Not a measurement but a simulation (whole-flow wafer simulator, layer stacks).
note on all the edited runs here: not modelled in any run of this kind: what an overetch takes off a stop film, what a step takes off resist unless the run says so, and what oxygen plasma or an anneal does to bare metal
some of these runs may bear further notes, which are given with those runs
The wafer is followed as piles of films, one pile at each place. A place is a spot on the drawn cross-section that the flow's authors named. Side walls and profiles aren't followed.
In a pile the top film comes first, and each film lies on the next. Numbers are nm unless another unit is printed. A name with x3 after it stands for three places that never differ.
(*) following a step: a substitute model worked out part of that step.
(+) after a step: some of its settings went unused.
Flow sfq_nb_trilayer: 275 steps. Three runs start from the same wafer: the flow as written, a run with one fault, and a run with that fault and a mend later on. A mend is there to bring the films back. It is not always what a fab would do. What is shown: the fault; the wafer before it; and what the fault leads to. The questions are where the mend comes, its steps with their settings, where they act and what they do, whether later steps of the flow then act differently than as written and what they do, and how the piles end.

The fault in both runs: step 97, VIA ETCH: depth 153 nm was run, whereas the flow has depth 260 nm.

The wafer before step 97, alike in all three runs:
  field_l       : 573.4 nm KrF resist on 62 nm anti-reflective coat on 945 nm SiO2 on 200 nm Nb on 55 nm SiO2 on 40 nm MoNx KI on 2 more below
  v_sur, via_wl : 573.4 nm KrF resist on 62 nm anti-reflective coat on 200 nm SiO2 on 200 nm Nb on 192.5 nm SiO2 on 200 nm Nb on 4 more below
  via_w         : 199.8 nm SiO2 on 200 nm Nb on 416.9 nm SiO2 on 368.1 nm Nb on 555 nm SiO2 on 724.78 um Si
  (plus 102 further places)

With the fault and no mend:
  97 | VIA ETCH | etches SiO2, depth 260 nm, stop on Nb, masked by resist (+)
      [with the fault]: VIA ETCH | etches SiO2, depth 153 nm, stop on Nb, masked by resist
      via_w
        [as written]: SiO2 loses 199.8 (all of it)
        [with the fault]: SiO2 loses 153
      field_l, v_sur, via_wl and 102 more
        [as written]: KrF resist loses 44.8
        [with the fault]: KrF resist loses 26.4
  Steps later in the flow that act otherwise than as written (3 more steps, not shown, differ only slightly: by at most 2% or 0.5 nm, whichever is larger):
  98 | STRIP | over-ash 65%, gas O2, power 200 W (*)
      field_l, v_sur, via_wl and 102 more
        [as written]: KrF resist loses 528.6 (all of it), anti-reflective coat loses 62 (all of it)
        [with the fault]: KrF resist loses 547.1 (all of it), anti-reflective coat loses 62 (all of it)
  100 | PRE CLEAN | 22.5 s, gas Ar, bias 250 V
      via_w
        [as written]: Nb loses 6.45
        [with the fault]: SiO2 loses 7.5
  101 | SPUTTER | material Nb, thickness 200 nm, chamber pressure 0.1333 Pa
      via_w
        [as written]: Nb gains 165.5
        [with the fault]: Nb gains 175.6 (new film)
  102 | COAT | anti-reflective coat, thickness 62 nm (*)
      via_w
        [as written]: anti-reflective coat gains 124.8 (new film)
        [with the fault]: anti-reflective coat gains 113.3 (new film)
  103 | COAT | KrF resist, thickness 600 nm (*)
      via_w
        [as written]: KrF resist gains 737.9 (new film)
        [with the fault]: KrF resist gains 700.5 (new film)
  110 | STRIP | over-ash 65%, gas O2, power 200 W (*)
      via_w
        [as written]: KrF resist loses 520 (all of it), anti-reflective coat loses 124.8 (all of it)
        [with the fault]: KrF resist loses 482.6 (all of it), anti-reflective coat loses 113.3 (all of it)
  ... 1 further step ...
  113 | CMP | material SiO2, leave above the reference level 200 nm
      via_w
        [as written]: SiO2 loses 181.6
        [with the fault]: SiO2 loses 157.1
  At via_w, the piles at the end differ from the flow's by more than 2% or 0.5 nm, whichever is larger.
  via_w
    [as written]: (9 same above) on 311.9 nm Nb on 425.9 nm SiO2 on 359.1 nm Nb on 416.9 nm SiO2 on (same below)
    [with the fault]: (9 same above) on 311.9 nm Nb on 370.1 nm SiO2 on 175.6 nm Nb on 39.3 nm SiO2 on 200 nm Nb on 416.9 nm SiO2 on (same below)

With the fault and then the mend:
  The mend follows step 97.
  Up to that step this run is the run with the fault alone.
  97a | VIA ETCH | etches SiO2, depth 107 nm, stop on Nb, masked by resist (+) (the flow's step 97, run once more with other settings)
      field_l, v_sur, via_wl and 102 more
        KrF resist loses 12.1
      via_w
        SiO2 loses 46.8 (all of it)
  Later steps of the flow that are run all act as written at every place that is followed, up to a difference of at most 2% or 0.5 nm, whichever is larger.
  By the end, the piles equal the flow's at every place that both follow.
